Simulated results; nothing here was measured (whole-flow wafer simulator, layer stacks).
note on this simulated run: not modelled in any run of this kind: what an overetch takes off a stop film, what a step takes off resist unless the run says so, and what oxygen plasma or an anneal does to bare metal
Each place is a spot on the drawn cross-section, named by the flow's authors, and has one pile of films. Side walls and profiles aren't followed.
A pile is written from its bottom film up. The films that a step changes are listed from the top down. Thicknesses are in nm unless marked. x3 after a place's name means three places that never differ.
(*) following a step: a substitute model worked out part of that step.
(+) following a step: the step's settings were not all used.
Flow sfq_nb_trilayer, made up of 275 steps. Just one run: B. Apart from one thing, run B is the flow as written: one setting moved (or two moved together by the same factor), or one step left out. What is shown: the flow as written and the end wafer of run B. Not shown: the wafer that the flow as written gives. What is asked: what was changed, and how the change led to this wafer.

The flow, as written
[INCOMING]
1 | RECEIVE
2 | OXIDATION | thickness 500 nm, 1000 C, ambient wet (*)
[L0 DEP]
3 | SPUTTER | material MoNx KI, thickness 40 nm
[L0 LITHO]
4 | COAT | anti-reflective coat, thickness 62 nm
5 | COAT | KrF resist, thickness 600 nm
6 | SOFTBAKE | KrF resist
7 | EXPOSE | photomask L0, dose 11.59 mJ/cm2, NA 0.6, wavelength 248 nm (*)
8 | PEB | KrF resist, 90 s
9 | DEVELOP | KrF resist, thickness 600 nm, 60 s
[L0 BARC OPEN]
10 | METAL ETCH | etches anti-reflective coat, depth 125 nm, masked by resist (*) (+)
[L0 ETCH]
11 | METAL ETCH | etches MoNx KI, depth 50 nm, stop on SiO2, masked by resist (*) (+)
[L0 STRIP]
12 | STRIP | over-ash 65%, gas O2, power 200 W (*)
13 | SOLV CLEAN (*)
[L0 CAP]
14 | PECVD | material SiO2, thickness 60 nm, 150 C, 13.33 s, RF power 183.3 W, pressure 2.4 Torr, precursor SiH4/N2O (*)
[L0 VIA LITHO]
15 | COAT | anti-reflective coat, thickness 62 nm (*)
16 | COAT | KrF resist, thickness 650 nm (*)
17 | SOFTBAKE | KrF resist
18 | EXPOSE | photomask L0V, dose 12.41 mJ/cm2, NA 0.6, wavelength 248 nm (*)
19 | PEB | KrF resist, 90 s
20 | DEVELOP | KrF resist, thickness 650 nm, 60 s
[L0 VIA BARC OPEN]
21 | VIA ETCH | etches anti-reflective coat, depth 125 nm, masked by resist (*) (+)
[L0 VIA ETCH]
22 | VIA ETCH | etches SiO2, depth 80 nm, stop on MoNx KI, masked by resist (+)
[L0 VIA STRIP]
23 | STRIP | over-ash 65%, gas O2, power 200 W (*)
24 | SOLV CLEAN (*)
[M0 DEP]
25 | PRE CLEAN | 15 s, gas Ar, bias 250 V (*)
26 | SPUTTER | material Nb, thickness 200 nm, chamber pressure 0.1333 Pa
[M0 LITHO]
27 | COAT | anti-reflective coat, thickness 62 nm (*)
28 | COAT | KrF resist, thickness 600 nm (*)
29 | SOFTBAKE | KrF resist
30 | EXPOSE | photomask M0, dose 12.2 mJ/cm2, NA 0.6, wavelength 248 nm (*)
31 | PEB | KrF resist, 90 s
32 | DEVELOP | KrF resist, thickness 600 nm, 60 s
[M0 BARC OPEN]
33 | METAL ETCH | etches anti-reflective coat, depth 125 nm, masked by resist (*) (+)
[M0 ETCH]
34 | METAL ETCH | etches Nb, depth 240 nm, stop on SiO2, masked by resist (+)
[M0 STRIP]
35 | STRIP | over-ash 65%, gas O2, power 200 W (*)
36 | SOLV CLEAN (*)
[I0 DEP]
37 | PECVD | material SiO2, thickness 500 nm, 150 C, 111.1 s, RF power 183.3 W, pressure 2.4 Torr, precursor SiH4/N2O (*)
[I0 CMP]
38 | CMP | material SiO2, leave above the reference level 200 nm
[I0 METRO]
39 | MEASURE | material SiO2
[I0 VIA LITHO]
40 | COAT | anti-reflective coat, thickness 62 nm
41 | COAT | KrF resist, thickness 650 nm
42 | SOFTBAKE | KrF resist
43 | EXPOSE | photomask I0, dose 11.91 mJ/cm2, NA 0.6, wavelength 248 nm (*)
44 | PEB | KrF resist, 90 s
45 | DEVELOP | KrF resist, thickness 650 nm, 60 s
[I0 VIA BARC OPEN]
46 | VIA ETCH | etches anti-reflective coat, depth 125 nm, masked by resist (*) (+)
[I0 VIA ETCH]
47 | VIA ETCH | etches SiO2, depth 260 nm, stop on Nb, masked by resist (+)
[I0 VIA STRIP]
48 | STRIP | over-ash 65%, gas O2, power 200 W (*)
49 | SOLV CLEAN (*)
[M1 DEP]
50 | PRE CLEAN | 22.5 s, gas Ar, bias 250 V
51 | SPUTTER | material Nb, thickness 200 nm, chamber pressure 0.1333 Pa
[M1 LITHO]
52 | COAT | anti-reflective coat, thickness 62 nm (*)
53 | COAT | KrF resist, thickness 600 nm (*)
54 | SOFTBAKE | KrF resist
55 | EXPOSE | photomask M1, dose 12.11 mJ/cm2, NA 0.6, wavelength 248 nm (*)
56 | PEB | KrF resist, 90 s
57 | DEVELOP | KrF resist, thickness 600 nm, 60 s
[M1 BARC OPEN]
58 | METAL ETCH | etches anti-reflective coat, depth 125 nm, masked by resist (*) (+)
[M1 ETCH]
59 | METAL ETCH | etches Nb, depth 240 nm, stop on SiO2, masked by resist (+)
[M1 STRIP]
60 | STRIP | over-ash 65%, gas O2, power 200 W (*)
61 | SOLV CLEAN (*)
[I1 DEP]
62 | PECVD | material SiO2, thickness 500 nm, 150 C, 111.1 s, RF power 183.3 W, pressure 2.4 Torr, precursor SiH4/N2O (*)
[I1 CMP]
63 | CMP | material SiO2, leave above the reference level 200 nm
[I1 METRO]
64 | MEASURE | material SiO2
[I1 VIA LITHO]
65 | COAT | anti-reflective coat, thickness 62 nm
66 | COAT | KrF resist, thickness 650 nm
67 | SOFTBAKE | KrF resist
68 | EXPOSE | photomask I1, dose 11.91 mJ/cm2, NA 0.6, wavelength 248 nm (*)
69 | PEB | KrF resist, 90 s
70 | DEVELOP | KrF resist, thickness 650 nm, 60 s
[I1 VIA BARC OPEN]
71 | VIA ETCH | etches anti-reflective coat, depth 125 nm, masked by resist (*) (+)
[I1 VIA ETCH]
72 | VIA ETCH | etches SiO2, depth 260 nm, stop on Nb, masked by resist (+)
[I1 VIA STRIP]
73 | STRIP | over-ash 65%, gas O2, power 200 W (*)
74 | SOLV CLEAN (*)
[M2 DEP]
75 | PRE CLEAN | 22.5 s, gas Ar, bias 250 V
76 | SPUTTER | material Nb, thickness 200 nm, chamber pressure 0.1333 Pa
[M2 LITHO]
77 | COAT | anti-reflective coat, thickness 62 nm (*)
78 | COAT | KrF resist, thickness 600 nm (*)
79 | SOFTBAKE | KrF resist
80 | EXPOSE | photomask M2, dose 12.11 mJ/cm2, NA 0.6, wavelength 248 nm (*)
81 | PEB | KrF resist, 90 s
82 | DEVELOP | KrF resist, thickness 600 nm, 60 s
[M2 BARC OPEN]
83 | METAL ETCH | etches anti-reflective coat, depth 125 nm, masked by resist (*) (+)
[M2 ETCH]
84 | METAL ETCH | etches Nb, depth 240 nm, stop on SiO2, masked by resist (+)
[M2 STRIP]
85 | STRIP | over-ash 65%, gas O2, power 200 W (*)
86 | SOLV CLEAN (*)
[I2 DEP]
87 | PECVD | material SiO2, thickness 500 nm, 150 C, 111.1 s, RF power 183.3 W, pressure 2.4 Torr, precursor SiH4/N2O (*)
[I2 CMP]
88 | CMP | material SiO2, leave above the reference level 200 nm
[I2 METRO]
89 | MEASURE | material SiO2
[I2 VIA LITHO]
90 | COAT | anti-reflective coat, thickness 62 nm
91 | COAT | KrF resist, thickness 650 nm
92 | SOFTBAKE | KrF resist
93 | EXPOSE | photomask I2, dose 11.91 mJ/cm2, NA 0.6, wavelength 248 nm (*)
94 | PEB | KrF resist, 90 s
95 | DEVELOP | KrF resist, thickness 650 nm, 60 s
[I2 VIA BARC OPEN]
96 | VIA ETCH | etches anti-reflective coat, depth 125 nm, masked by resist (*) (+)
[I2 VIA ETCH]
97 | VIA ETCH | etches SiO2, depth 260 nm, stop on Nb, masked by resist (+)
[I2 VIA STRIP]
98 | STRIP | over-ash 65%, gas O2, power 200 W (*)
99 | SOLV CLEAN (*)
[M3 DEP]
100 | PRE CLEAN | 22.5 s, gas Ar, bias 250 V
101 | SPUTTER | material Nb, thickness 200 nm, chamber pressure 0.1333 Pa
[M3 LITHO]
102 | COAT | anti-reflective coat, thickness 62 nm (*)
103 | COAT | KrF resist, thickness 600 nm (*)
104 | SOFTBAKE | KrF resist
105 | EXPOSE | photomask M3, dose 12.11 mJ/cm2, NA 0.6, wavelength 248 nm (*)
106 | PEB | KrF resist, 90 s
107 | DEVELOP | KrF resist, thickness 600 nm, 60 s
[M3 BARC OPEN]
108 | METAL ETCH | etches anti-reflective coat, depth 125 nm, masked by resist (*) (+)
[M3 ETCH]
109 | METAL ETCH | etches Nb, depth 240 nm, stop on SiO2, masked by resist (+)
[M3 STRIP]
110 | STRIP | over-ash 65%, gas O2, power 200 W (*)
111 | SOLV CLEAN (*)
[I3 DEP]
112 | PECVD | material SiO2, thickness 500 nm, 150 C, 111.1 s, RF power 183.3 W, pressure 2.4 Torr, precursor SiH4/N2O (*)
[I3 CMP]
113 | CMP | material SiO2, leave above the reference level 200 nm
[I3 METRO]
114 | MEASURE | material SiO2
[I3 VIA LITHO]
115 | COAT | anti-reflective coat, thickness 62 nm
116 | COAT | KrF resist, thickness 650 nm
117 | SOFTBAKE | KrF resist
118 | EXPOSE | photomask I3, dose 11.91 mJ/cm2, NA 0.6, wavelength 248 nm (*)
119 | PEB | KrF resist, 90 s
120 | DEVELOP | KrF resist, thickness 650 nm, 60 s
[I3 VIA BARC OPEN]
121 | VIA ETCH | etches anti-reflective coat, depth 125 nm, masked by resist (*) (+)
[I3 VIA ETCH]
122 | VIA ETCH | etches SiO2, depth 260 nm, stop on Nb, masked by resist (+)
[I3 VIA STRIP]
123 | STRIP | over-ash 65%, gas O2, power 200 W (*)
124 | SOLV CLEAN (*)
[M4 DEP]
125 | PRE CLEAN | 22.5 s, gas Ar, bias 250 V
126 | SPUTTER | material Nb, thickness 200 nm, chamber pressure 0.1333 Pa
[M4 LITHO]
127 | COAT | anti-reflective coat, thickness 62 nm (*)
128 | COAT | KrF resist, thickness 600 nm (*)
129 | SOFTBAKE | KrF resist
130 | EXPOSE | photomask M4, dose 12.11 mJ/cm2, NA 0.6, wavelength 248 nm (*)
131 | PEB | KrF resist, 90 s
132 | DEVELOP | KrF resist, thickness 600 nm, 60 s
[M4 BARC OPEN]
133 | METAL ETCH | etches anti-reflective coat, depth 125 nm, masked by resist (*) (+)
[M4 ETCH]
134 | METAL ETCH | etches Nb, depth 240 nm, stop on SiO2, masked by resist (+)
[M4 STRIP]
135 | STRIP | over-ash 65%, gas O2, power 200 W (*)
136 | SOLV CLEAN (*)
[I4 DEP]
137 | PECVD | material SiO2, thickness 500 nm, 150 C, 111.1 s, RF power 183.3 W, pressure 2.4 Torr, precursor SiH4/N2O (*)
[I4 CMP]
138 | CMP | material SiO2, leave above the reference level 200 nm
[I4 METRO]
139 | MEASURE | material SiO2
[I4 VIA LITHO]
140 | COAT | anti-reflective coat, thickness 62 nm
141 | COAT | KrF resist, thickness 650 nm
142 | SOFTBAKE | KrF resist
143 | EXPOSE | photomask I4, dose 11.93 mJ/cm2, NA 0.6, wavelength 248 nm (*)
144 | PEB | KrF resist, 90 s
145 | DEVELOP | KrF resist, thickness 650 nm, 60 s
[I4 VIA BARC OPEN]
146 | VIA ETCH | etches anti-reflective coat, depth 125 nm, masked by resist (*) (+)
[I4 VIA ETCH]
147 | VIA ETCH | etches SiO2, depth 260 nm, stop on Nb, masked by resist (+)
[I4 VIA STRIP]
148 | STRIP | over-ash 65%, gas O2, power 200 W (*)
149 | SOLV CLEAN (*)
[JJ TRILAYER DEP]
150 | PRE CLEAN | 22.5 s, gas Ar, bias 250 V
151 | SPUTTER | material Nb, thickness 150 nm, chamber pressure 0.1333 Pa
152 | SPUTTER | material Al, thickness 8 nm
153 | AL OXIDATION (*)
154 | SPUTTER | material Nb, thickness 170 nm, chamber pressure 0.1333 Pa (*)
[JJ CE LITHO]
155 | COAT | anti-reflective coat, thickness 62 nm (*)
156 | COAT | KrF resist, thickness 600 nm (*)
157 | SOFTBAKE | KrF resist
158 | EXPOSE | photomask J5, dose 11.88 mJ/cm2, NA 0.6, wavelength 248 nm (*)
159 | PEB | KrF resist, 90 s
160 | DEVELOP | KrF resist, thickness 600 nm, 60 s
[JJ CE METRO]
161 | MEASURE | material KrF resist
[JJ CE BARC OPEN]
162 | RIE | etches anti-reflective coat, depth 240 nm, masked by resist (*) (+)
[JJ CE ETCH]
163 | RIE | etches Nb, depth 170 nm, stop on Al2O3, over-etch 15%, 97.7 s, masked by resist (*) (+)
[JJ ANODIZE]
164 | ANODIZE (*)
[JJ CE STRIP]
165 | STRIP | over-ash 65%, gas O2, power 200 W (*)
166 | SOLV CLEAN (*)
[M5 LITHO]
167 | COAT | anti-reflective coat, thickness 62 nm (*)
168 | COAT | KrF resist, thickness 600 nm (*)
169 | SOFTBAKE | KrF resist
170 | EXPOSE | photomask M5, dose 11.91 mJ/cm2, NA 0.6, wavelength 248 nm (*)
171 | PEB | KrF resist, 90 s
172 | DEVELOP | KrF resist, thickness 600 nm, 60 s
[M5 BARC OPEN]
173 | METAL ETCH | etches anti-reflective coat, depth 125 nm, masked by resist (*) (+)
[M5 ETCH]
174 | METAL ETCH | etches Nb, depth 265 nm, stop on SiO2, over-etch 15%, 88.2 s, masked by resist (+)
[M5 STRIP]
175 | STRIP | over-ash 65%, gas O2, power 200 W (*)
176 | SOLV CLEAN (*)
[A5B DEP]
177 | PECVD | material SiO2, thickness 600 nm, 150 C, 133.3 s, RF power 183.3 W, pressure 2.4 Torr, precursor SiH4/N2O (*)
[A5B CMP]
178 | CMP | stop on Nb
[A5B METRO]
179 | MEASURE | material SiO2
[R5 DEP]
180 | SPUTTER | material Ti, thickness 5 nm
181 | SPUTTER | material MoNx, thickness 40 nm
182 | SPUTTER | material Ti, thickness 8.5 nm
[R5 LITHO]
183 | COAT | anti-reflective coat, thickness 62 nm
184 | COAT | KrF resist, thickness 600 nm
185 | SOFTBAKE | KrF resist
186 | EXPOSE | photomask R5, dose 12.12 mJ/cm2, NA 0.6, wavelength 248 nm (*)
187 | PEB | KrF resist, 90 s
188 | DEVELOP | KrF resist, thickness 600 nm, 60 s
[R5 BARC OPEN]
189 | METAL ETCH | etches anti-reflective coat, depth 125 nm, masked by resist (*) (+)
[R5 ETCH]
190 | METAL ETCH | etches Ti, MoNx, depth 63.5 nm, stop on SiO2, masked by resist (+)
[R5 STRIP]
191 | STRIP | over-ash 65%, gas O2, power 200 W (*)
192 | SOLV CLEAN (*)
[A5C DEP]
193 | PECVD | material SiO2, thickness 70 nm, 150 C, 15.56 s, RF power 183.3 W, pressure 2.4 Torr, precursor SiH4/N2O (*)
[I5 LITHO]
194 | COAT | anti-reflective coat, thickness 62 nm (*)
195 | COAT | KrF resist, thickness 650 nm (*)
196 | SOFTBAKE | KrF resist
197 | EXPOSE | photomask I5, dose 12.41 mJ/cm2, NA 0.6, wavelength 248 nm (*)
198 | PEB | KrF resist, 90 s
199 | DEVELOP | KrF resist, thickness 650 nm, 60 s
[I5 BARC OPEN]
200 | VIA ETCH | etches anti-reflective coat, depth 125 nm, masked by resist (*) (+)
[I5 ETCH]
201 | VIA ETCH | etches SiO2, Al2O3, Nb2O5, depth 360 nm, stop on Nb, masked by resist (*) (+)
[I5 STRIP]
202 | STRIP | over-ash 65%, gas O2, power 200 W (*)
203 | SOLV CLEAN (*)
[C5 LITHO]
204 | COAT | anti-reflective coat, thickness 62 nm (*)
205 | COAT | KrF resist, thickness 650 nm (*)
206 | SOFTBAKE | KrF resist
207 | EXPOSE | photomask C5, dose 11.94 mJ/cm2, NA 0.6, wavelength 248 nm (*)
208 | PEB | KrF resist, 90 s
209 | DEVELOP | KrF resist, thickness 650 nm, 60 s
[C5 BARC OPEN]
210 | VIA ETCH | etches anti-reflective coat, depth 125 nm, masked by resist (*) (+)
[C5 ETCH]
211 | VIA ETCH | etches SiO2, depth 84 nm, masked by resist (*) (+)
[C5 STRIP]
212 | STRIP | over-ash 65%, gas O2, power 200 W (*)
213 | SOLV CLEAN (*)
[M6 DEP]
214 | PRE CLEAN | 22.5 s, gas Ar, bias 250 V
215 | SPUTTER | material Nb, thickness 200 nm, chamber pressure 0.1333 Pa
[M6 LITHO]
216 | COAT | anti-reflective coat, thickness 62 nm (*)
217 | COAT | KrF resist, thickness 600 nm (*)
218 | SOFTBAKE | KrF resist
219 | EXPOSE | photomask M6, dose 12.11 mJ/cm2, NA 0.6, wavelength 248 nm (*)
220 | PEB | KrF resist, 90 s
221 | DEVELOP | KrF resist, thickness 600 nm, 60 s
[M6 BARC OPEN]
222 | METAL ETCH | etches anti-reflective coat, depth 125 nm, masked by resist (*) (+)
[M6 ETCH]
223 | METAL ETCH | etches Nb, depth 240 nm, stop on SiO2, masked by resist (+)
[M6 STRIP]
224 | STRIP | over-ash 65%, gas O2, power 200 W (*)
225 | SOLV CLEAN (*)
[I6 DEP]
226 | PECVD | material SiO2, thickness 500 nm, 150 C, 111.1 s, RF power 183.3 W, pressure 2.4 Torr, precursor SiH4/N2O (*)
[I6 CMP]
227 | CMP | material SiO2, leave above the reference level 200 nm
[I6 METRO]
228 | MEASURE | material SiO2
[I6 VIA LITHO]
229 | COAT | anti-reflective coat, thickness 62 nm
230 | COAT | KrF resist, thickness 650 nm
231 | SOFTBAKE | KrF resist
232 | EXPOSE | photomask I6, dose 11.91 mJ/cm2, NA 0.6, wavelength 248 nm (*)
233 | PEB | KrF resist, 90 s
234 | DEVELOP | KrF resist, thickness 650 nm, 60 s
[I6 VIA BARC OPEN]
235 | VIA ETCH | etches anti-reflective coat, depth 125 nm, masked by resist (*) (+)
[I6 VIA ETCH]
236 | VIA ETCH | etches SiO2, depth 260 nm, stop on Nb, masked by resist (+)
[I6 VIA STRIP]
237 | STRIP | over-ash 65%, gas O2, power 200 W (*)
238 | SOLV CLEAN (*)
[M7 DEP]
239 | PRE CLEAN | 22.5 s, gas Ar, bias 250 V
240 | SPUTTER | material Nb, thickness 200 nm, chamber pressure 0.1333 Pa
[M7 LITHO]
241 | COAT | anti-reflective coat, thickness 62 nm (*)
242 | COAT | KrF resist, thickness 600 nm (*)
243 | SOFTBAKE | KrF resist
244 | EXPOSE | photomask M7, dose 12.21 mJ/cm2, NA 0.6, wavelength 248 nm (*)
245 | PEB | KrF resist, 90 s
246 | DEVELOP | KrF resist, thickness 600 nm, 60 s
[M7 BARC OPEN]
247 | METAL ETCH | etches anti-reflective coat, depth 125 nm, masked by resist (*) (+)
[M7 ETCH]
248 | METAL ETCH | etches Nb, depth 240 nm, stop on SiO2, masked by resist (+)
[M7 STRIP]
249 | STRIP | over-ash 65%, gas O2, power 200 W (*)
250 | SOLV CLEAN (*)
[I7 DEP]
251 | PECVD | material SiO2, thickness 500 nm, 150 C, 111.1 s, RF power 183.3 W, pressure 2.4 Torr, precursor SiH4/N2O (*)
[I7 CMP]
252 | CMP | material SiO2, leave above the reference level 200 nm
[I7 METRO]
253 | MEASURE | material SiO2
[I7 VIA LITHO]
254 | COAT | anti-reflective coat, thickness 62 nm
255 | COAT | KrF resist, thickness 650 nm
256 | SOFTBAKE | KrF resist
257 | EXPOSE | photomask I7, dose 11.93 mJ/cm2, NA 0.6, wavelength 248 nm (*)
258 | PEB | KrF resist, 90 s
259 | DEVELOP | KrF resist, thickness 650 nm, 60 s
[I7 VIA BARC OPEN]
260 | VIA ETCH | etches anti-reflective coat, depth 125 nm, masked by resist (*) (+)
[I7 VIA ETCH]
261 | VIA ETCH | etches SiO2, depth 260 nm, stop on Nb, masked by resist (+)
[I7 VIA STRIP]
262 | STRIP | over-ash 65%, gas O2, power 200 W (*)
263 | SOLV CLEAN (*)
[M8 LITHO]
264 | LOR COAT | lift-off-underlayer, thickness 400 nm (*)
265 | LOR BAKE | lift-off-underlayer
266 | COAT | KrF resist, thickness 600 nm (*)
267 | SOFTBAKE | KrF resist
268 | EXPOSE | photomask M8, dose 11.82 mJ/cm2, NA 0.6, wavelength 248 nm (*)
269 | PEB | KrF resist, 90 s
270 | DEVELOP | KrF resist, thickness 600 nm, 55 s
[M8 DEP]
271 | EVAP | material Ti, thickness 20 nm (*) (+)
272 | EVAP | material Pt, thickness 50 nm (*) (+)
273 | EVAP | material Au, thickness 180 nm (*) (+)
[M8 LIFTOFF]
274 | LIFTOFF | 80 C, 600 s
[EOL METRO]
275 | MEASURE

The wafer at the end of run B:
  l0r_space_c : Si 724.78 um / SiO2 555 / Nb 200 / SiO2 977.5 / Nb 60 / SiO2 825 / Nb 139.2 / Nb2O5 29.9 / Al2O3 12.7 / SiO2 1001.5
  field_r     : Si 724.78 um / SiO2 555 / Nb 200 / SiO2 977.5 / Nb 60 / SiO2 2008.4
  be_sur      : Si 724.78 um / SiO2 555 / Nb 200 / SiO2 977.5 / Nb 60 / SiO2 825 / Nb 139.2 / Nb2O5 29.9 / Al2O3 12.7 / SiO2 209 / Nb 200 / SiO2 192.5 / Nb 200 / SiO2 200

What caused this: step 101, SPUTTER: thickness 300 nm was run, though the flow has thickness 200 nm.

How this came from the change, step by step:
  101 | SPUTTER | material Nb, thickness 200 nm, chamber pressure 0.1333 Pa
      field_l, v_sur, via_wl and 102 more: Nb gains 300 (new film) (it would be, as written: Nb gains 200 (new film))
      via_w: Nb gains 249.8 (it would be, as written: Nb gains 165.5)
  102 | COAT | anti-reflective coat, thickness 62 nm (*)
      via_wl: anti-reflective coat gains 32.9 (new film) (it would be, as written: anti-reflective coat gains 34.2 (new film))
  109 | METAL ETCH | etches Nb, depth 240 nm, stop on SiO2, masked by resist (+)
      field_l, be, be_sur and 72 more: Nb loses 240 (it would be, as written: Nb loses 200 (all of it))
  110 | STRIP | over-ash 65%, gas O2, power 200 W (*)
      via_wl: KrF resist loses 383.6 (all of it), anti-reflective coat loses 32.9 (all of it) (it would be, as written: KrF resist loses 384.2 (all of it), anti-reflective coat loses 34.2 (all of it))
      via_w: KrF resist loses 530.9 (all of it), anti-reflective coat loses 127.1 (all of it) (it would be, as written: KrF resist loses 520 (all of it), anti-reflective coat loses 124.8 (all of it))
  112 | PECVD | material SiO2, thickness 500 nm, 150 C, 111.1 s, RF power 183.3 W, pressure 2.4 Torr, precursor SiH4/N2O (*)
      field_l, be, be_sur and 64 more: SiO2 gains 500 (new film) (it would be, as written: SiO2 gains 500)
      p4_g1 x2, p3_s0 x6: SiO2 gains 597.1 (new film) (it would be, as written: SiO2 gains 557.1)
  113 | CMP | material SiO2, leave above the reference level 200 nm
      field_l, be, be_sur and 64 more: SiO2 loses 60 (it would be, as written: SiO2 loses 100)
      via_w: SiO2 loses 157.1 (it would be, as written: SiO2 loses 181.6)
With metal films that touch counted as one body, l0r_space_c has 3 bodies (between them, from the top down: SiO2 825; SiO2 977.5); the flow as written gives 2 bodies (between them, from the top down: SiO2 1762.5).
With metal films that touch counted as one body, field_r has 2 bodies (between them, from the top down: SiO2 977.5); the flow as written gives 1 body.
With metal films that touch counted as one body, be_sur has 5 bodies (between them, from the top down: SiO2 192.5; SiO2 209 / Al2O3 12.7 / Nb2O5 29.9; SiO2 825; SiO2 977.5); the flow as written gives 4 bodies (between them, from the top down: SiO2 192.5; SiO2 209 / Al2O3 12.7 / Nb2O5 29.9; SiO2 1762.5).
